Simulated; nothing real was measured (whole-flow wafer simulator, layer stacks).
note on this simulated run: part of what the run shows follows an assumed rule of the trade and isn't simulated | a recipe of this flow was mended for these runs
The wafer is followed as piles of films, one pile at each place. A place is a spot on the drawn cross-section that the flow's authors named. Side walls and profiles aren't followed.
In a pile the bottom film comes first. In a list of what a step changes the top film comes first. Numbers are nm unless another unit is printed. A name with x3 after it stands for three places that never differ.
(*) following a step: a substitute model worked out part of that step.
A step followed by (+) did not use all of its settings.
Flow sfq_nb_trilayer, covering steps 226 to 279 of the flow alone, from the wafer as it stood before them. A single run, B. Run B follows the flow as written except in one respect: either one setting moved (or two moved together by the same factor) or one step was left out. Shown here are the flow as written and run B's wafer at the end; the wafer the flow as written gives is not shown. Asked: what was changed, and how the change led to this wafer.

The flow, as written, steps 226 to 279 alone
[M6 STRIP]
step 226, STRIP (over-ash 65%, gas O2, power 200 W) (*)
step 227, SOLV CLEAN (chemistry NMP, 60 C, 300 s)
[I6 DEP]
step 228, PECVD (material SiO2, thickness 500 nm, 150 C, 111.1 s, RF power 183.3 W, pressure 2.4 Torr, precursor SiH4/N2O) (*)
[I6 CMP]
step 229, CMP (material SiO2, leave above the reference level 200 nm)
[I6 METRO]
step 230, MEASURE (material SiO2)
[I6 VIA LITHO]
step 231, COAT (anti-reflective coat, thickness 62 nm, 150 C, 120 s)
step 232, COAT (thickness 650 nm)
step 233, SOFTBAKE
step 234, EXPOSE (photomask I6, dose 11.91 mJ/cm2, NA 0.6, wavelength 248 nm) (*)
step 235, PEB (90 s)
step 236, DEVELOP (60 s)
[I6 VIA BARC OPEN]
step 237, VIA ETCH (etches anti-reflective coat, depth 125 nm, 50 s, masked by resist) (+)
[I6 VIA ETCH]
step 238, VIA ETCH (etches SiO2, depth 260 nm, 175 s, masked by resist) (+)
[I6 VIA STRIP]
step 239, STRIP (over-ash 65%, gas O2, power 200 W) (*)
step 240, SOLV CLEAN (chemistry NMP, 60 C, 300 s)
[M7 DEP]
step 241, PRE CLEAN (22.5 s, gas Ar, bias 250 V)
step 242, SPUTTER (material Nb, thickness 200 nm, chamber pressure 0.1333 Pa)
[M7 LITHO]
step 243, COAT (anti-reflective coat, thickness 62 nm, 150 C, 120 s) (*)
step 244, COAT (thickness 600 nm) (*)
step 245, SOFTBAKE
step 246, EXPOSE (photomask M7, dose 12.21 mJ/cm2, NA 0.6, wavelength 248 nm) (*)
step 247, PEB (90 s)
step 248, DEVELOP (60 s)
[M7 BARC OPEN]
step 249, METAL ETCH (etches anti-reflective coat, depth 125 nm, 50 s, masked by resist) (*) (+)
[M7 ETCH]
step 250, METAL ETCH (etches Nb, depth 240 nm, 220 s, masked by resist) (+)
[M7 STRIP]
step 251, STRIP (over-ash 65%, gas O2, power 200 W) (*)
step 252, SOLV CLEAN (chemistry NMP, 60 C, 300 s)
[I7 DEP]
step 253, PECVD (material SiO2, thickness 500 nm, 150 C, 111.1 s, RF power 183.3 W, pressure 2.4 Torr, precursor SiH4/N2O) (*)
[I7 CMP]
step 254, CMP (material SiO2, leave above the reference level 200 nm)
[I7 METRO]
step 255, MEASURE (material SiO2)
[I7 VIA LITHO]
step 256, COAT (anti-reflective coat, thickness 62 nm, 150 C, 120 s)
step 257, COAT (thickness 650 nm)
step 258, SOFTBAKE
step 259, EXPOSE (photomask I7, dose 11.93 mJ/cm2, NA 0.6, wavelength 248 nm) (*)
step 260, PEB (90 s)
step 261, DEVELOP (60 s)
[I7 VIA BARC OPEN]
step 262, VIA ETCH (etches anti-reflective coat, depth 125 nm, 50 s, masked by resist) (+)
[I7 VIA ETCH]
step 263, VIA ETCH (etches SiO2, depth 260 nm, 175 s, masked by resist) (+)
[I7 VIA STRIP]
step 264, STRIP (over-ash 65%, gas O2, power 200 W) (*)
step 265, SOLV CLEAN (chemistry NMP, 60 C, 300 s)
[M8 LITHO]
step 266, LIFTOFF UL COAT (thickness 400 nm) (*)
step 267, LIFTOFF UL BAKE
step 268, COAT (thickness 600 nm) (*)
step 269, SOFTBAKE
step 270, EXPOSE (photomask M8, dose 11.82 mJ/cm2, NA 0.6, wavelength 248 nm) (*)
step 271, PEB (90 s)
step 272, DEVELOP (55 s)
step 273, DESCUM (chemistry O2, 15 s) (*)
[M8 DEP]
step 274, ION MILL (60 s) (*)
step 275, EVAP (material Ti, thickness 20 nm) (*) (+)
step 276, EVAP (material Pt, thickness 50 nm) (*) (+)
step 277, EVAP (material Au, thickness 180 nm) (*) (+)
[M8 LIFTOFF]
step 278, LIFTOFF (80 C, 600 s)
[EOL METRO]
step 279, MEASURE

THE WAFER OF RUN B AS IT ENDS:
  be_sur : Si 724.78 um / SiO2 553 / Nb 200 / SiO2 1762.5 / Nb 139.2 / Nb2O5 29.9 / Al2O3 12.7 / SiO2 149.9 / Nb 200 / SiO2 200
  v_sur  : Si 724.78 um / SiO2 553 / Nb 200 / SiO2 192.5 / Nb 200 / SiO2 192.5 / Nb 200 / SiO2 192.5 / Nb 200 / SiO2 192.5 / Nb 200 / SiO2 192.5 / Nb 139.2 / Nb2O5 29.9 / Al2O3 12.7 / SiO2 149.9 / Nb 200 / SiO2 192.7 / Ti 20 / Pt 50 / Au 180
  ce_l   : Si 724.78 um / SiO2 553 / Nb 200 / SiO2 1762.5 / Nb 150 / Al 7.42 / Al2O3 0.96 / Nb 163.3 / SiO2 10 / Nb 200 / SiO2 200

Cause: step 228, PECVD: material SiO2, thickness 500 nm, 150 C, 111.1 s, RF power 183.3 W, pressure 2.4 Torr, precursor SiH4/N2O (*), was skipped.

Step by step, how the change led to this:
  step 229, CMP (material SiO2, leave above the reference level 200 nm)
      v_sur, via_wl, via_w and 15 more: -200 Nb (all of it), -50 SiO2 (it would be, as written: -300 SiO2)
      ce_l, ce_r, wl_jj: -200 Nb (all of it), -45 SiO2 (it would be, as written: -295 SiO2)
      (and at 85 other places as well)
  step 231, COAT (anti-reflective coat, thickness 62 nm, 150 C, 120 s)
      jj_sur, c5j: +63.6 anti-reflective coat (new film) (it would be, as written: +62 anti-reflective coat (new film))
      via_sp: +63.8 anti-reflective coat (new film) (it would be, as written: +62 anti-reflective coat (new film))
      (and at 6 other places as well)
  step 232, COAT (thickness 650 nm)
      be: +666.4 KrF-resist-other-grade (new film) (it would be, as written: +650 KrF-resist-other-grade (new film))
  step 237, VIA ETCH (etches anti-reflective coat, depth 125 nm, 50 s, masked by resist) (+)
      via_v: -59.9 anti-reflective coat (all of it), -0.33 SiO2 (it would be, as written: -62 anti-reflective coat (all of it), -0.31 SiO2)
  step 238, VIA ETCH (etches SiO2, depth 260 nm, 175 s, masked by resist) (+)
      via_v: -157 SiO2 (all of it), -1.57 Al2O3 (it would be, as written: -199.7 SiO2 (all of it), -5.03 Nb)
  step 239, STRIP (over-ash 65%, gas O2, power 200 W) (*)
      via_sp: -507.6 KrF-resist-other-grade (all of it), -63.8 anti-reflective coat (all of it) (it would be, as written: -510.8 KrF-resist-other-grade (all of it), -62 anti-reflective coat (all of it))
      wire: -518.6 KrF-resist-other-grade (all of it), -46.8 anti-reflective coat (all of it) (it would be, as written: -510.8 KrF-resist-other-grade (all of it), -62 anti-reflective coat (all of it))
      (and at 6 other places as well)
  step 241, PRE CLEAN (22.5 s, gas Ar, bias 250 V)
      be_r, r_sur, res, r_end, r5r_line_l x3: -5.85 MoNx (all of it) (it would be, as written: -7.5 SiO2)
      be, c5j: -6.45 Nb (it would be, as written: -7.5 SiO2)
      (and at 1 other place as well)
  step 242, SPUTTER (material Nb, thickness 200 nm, chamber pressure 0.1333 Pa)
      via_v: +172 Nb (new film) (it would be, as written: +159.9 Nb)
      be: +190.6 Nb (it would be, as written: +200 Nb (new film))
      (and at 1 other place as well)
  step 243, COAT (anti-reflective coat, thickness 62 nm, 150 C, 120 s) (*)
      via_v: +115 anti-reflective coat (new film) (it would be, as written: +128 anti-reflective coat (new film))
      wire: +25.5 anti-reflective coat (new film) (it would be, as written: +34.5 anti-reflective coat (new film))
      (and at 8 other places as well)
  step 244, COAT (thickness 600 nm) (*)
      via_v: +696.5 KrF-resist-other-grade (new film) (it would be, as written: +742.2 KrF-resist-other-grade (new film))
      be: +604.3 KrF-resist-other-grade (new film) (it would be, as written: +585.4 KrF-resist-other-grade (new film))
  step 250, METAL ETCH (etches Nb, depth 240 nm, 220 s, masked by resist) (+)
      r5r_line_l x3: -200 Nb (all of it), -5 Ti (all of it), -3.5 SiO2 (it would be, as written: -200 Nb (all of it), -4 SiO2)
  step 251, STRIP (over-ash 65%, gas O2, power 200 W) (*)
      via_v: -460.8 KrF-resist-other-grade (all of it), -115 anti-reflective coat (all of it) (it would be, as written: -506.5 KrF-resist-other-grade (all of it), -128 anti-reflective coat (all of it))
      wire: -374.5 KrF-resist-other-grade (all of it), -25.5 anti-reflective coat (all of it) (it would be, as written: -368.8 KrF-resist-other-grade (all of it), -34.5 anti-reflective coat (all of it))
      (and at 8 other places as well)
  step 253, PECVD (material SiO2, thickness 500 nm, 150 C, 111.1 s, RF power 183.3 W, pressure 2.4 Torr, precursor SiH4/N2O) (*)
      via_v: +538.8 SiO2 (new film) (it would be, as written: +627.2 SiO2 (new film))
  step 254, CMP (material SiO2, leave above the reference level 200 nm)
      r5r_line_l x3: -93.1 SiO2 (it would be, as written: -96 SiO2)
      via_v: -157.1 SiO2 (it would be, as written: -183.1 SiO2)
      (and at 1 other place as well)
With metal films that touch counted as one body, be_sur has 3 bodies (between them, from the top down: SiO2 149.9 / Al2O3 12.7 / Nb2O5 29.9; SiO2 1762.5); the flow as written gives 4 bodies (between them, from the top down: SiO2 192.5; SiO2 207.3 / Al2O3 12.7 / Nb2O5 29.9; SiO2 1762.5).
With metal films that touch counted as one body, v_sur has 8 bodies (between them, from the top down: SiO2 192.7; SiO2 149.9 / Al2O3 12.7 / Nb2O5 29.9; SiO2 192.5; SiO2 192.5; SiO2 192.5; SiO2 192.5; SiO2 192.5); the flow as written gives 9 bodies (between them, from the top down: SiO2 192.7; SiO2 192.5; SiO2 207.3 / Al2O3 12.7 / Nb2O5 29.9; SiO2 192.5; SiO2 192.5; SiO2 192.5; SiO2 192.5; SiO2 192.5).
With metal films that touch counted as one body, ce_l has 4 bodies (between them, from the top down: SiO2 10; Al2O3 0.96; SiO2 1762.5); the flow as written gives 5 bodies (between them, from the top down: SiO2 197.5; SiO2 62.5; Al2O3 0.96; SiO2 1762.5).
